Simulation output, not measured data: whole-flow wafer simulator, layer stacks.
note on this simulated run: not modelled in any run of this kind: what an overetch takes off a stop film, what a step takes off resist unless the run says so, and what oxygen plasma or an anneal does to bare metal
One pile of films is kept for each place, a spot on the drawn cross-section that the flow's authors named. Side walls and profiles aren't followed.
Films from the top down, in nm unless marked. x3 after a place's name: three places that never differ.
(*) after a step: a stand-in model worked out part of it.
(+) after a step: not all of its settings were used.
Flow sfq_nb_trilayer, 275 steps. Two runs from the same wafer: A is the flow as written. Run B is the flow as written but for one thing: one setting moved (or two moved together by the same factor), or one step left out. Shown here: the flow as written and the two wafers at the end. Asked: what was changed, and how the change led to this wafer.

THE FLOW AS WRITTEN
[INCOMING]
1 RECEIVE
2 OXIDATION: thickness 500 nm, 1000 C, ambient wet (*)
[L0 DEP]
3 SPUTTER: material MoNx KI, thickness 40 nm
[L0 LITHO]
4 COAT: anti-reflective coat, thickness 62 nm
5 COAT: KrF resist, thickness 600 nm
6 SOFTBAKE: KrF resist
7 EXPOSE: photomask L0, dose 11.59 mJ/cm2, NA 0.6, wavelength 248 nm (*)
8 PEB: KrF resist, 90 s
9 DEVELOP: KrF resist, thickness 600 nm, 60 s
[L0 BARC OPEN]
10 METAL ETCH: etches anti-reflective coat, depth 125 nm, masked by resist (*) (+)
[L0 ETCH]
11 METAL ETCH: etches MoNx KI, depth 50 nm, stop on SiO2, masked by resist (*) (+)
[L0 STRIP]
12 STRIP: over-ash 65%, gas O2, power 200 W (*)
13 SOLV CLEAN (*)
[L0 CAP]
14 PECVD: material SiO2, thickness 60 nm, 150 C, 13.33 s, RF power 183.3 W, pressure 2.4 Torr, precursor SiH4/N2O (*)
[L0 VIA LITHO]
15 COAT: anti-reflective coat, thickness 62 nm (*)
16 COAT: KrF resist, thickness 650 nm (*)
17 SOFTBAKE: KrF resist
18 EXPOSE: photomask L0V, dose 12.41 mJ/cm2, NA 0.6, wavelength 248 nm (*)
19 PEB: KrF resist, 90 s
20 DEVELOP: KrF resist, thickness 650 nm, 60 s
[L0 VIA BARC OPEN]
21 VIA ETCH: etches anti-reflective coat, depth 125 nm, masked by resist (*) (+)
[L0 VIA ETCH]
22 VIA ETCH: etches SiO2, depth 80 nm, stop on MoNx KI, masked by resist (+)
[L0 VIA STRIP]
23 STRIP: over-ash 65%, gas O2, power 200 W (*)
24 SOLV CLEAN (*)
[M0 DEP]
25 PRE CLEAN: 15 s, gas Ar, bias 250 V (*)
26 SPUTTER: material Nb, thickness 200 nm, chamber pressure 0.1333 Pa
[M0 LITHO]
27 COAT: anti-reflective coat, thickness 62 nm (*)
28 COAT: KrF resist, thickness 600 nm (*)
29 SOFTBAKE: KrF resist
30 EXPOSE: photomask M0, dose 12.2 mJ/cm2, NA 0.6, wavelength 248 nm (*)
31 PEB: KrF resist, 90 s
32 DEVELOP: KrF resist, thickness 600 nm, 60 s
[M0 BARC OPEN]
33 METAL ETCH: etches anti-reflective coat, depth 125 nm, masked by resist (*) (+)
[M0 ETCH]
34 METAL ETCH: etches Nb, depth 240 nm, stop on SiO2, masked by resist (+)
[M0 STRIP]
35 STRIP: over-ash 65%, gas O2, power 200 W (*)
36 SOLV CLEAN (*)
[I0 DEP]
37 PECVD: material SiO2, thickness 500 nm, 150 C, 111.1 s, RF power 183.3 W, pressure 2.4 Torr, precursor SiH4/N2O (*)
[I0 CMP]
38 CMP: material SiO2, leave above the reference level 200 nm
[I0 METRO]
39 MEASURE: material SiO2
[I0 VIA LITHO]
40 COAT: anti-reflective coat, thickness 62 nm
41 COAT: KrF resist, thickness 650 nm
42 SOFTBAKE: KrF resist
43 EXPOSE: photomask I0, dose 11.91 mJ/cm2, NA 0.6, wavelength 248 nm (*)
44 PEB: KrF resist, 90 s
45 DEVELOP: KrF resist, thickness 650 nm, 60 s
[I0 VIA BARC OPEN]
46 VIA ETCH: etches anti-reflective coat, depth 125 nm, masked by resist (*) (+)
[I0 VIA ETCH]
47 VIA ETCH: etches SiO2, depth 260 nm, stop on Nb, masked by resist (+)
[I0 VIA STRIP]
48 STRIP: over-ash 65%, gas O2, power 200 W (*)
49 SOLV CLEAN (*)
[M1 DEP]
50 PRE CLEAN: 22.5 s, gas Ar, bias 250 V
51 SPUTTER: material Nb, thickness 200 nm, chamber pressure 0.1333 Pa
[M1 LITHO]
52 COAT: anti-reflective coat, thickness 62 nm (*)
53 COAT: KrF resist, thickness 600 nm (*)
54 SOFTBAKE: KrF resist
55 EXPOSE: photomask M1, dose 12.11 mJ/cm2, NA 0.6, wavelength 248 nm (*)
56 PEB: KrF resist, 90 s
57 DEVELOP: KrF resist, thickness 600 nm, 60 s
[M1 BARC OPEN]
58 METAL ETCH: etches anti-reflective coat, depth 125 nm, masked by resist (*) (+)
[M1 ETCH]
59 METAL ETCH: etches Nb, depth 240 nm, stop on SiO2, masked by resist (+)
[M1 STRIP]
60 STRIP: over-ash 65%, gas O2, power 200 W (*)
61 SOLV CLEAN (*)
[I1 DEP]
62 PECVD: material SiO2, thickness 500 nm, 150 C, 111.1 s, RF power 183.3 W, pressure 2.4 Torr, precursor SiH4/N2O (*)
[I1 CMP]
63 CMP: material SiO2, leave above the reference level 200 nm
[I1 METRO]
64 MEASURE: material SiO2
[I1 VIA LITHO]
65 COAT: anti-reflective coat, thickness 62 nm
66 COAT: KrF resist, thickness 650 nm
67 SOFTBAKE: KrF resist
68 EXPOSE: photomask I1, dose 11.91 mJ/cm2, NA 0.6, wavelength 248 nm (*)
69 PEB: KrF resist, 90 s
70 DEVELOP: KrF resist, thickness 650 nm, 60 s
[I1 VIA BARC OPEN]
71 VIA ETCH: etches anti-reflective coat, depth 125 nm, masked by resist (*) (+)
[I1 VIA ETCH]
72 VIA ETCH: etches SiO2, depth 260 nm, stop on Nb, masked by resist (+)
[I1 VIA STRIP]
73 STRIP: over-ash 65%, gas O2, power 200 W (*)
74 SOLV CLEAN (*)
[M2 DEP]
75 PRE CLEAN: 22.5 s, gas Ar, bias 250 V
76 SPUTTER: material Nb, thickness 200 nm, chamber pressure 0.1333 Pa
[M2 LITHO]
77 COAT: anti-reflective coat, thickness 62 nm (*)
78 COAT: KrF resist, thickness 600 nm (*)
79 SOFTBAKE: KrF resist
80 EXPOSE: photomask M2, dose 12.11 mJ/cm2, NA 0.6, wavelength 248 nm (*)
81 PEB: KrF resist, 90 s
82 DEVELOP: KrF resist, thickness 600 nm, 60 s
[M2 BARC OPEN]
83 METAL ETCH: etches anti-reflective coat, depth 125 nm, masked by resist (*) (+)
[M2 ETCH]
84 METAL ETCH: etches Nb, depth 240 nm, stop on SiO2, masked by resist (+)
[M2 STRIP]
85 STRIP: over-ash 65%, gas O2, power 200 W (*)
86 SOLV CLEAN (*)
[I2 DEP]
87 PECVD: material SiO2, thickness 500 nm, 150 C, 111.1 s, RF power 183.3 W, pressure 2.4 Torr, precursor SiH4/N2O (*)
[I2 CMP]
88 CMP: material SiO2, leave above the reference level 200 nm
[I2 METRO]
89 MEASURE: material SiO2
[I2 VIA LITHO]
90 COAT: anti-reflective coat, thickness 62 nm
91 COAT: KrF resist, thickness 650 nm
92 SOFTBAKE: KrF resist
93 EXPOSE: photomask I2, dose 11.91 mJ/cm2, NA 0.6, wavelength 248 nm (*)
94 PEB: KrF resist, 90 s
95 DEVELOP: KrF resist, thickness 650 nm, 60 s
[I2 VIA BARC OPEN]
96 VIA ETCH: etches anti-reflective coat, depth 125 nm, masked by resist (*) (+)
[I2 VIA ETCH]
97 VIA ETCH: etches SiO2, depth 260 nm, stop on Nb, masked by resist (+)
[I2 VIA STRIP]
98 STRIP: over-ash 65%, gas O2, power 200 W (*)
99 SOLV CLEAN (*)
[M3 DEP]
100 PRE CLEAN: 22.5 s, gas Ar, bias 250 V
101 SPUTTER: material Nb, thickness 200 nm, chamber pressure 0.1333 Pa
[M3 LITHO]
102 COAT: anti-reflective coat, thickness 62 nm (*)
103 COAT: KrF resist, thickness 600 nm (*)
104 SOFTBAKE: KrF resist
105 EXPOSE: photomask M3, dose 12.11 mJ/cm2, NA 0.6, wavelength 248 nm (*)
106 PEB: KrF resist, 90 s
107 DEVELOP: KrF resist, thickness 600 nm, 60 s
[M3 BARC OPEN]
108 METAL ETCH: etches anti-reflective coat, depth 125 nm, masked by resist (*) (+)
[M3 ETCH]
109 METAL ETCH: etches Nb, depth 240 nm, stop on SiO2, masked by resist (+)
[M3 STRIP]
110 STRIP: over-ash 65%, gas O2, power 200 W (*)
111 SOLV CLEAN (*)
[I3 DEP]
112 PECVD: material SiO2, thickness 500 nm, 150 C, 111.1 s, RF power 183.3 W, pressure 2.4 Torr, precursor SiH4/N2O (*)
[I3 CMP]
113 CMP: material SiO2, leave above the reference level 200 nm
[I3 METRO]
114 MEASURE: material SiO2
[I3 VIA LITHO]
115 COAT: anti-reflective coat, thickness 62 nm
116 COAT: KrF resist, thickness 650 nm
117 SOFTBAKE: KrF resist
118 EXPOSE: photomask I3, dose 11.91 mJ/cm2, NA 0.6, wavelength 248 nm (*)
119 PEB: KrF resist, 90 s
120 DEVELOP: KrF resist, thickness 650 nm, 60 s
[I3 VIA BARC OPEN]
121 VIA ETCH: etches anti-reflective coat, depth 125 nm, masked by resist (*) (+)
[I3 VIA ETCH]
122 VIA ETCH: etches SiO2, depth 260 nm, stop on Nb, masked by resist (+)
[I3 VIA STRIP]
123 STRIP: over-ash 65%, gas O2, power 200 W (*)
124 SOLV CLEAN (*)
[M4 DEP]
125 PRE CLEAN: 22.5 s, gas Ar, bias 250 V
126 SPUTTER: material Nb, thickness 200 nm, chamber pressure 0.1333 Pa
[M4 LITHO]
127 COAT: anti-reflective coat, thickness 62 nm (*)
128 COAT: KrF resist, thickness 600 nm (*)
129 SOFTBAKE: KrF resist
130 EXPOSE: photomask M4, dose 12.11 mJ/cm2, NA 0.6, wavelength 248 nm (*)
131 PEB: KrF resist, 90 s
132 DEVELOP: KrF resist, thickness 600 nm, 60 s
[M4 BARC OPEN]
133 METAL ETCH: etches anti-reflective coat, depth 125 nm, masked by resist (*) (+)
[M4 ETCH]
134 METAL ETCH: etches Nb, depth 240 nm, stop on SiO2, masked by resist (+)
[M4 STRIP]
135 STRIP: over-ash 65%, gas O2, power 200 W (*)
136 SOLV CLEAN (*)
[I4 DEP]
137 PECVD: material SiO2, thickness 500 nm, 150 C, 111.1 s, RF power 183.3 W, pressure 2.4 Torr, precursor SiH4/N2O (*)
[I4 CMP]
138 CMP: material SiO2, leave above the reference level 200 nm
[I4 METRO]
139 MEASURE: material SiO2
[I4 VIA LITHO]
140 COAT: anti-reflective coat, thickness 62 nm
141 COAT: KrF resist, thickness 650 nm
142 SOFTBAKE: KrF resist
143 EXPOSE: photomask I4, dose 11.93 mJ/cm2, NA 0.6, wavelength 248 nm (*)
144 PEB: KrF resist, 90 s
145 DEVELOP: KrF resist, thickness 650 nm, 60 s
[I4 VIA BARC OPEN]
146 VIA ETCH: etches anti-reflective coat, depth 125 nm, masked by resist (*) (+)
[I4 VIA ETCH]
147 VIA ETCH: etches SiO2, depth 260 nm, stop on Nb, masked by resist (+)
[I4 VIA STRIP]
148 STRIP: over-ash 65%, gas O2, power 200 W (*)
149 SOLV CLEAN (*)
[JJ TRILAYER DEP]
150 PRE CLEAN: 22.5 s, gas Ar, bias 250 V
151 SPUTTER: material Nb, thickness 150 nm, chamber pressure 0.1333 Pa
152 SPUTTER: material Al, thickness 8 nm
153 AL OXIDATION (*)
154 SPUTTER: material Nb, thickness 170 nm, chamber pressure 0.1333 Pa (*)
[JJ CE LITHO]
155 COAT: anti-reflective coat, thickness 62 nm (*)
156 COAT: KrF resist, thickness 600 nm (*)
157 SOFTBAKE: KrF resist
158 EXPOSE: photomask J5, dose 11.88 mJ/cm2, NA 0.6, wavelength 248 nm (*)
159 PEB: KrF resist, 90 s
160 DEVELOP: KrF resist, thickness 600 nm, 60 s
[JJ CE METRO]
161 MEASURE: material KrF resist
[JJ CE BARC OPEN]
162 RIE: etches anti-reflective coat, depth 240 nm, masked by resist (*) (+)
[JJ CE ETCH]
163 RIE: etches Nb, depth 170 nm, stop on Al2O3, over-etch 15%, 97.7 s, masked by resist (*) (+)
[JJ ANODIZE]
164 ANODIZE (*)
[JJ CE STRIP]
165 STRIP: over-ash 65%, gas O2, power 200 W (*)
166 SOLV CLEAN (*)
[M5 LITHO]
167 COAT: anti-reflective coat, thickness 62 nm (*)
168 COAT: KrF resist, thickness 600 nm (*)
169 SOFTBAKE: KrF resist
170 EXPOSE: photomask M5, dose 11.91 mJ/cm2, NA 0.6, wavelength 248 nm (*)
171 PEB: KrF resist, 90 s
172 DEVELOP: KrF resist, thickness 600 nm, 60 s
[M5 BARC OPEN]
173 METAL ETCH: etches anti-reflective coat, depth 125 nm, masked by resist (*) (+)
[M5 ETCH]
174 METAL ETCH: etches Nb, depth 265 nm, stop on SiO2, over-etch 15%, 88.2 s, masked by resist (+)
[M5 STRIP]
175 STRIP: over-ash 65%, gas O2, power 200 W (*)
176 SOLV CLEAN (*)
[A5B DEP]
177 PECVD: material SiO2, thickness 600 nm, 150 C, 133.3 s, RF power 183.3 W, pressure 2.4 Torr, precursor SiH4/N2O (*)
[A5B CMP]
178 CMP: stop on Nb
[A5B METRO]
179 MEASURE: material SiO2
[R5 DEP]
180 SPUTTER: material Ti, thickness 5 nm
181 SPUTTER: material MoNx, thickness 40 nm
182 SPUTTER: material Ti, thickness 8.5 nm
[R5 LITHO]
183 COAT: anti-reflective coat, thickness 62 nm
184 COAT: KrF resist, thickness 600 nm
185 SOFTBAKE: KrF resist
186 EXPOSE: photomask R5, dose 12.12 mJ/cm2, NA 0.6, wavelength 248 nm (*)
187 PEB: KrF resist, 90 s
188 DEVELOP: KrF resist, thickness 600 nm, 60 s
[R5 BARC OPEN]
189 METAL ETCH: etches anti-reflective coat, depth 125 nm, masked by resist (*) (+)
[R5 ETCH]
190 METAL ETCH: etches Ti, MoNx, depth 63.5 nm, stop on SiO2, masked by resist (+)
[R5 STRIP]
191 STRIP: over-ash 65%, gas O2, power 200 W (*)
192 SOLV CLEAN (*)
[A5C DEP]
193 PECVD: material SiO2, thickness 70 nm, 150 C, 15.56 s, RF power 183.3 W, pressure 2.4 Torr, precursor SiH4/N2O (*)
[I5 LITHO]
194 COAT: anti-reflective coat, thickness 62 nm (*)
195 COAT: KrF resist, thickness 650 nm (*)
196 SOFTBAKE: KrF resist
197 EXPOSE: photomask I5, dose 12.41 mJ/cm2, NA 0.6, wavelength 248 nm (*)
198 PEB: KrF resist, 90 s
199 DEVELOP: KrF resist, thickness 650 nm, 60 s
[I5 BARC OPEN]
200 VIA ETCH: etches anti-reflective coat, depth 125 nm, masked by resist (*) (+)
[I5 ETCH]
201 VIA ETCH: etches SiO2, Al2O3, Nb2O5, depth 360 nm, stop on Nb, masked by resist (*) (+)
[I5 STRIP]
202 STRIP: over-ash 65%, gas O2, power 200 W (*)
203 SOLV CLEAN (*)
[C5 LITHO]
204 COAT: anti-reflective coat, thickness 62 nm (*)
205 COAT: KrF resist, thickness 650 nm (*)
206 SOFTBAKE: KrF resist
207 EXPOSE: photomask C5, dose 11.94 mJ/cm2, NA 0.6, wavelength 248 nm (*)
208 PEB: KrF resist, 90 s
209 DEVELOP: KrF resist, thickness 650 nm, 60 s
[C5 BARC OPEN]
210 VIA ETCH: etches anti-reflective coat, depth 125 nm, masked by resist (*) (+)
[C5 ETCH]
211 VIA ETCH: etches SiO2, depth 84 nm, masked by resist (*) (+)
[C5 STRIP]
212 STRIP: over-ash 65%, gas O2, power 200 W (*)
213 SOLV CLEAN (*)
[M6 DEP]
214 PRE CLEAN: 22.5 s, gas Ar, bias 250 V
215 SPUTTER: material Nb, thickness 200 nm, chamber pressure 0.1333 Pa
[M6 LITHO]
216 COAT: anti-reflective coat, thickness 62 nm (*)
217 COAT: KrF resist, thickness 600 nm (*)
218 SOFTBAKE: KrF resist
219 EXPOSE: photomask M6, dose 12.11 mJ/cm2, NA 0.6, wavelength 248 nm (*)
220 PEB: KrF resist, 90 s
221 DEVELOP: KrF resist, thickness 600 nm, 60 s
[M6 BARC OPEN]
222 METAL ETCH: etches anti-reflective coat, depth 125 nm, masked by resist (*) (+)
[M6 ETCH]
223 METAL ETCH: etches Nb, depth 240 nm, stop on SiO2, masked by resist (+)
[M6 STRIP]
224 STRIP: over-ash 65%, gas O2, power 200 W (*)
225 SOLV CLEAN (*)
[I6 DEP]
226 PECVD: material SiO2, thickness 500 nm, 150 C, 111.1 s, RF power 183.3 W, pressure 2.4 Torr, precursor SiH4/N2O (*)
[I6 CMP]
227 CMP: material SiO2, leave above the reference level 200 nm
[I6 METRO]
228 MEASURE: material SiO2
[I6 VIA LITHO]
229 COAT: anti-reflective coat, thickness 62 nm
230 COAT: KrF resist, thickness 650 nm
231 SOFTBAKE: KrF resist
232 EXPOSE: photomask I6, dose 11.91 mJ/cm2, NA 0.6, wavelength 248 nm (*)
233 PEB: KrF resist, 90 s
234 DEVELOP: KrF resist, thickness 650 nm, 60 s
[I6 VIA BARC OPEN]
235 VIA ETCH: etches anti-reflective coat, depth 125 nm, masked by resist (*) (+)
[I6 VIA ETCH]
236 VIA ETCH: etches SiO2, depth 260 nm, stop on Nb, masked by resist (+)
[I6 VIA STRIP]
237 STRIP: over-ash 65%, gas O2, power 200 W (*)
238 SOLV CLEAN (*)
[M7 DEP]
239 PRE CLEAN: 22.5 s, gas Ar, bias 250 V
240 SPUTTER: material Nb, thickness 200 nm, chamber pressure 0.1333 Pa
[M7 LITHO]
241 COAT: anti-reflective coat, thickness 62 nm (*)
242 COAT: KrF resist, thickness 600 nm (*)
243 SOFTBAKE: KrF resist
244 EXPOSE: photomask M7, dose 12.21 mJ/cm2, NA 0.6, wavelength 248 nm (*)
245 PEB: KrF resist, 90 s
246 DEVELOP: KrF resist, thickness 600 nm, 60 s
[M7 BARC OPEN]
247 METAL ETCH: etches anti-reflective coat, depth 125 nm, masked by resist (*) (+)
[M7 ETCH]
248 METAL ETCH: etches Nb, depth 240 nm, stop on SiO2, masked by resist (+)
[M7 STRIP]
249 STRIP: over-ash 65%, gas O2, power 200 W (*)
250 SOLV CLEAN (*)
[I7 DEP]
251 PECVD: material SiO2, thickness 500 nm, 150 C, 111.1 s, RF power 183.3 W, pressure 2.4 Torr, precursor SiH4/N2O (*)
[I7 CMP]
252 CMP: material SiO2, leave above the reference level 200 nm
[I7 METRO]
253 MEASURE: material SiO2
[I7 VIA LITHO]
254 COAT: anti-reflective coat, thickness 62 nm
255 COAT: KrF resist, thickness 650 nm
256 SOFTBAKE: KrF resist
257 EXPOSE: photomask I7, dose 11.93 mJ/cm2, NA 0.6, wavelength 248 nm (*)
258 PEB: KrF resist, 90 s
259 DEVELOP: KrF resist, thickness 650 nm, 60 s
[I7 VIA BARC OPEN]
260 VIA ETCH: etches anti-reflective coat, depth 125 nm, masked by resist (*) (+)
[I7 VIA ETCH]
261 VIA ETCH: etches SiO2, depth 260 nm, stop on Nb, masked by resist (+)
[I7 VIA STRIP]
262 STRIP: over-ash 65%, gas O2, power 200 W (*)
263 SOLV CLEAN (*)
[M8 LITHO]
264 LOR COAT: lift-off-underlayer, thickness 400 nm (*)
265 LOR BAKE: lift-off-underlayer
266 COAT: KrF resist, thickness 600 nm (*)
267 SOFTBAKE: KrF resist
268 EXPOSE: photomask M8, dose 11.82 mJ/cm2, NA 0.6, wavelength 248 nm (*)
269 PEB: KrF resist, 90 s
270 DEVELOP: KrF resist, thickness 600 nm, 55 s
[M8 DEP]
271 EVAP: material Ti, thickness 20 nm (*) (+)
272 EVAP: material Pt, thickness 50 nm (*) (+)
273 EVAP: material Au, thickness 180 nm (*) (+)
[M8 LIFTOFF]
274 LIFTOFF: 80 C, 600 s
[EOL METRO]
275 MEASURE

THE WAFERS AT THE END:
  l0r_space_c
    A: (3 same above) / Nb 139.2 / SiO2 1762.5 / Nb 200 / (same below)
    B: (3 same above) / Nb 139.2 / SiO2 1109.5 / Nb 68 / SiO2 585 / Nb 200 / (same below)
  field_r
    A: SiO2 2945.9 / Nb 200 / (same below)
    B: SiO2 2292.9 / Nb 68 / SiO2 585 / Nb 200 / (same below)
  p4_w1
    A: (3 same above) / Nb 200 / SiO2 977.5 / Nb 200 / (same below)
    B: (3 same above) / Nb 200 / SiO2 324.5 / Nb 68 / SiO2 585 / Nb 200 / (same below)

The cause: step 84, METAL ETCH: depth 132 nm was run, where the flow has depth 240 nm.

How the change led to this, step by step:
  84 METAL ETCH: etches Nb, depth 240 nm, stop on SiO2, masked by resist (+)
      field_l, be, be_sur and 81 more: A Nb -200 (all of it) | B Nb -132
      v_sur, via_wl, via_w and 19 more: A KrF resist -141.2 | B KrF resist -77.6
  85 STRIP: over-ash 65%, gas O2, power 200 W (*)
      wl_j_sl, wl_jj, wl_j_sr and 12 more: A KrF resist -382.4 (all of it), anti-reflective coat -62 (all of it) | B KrF resist -445.9 (all of it), anti-reflective coat -62 (all of it)
      v_sur: A KrF resist -380 (all of it), anti-reflective coat -61.4 (all of it) | B KrF resist -443.6 (all of it), anti-reflective coat -61.4 (all of it)
      (and at 6 more places)
  87 PECVD: material SiO2, thickness 500 nm, 150 C, 111.1 s, RF power 183.3 W, pressure 2.4 Torr, precursor SiH4/N2O (*)
      field_l, be, be_sur and 81 more: A SiO2 +500 | B SiO2 +500 (new film)
  88 CMP: material SiO2, leave above the reference level 200 nm
      field_l, be, be_sur and 81 more: A SiO2 -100 | B SiO2 -168
Counting metal films that touch as one body, l0r_space_c has 3 bodies (between them, from the top down: SiO2 1109.5; SiO2 585); the flow as written gives 2 bodies (between them, from the top down: SiO2 1762.5).
Counting metal films that touch as one body, field_r has 2 bodies (between them, from the top down: SiO2 585); the flow as written gives 1 body.
Counting metal films that touch as one body, p4_w1 has 4 bodies (between them, from the top down: SiO2 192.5; SiO2 324.5; SiO2 585); the flow as written gives 3 bodies (between them, from the top down: SiO2 192.5; SiO2 977.5).
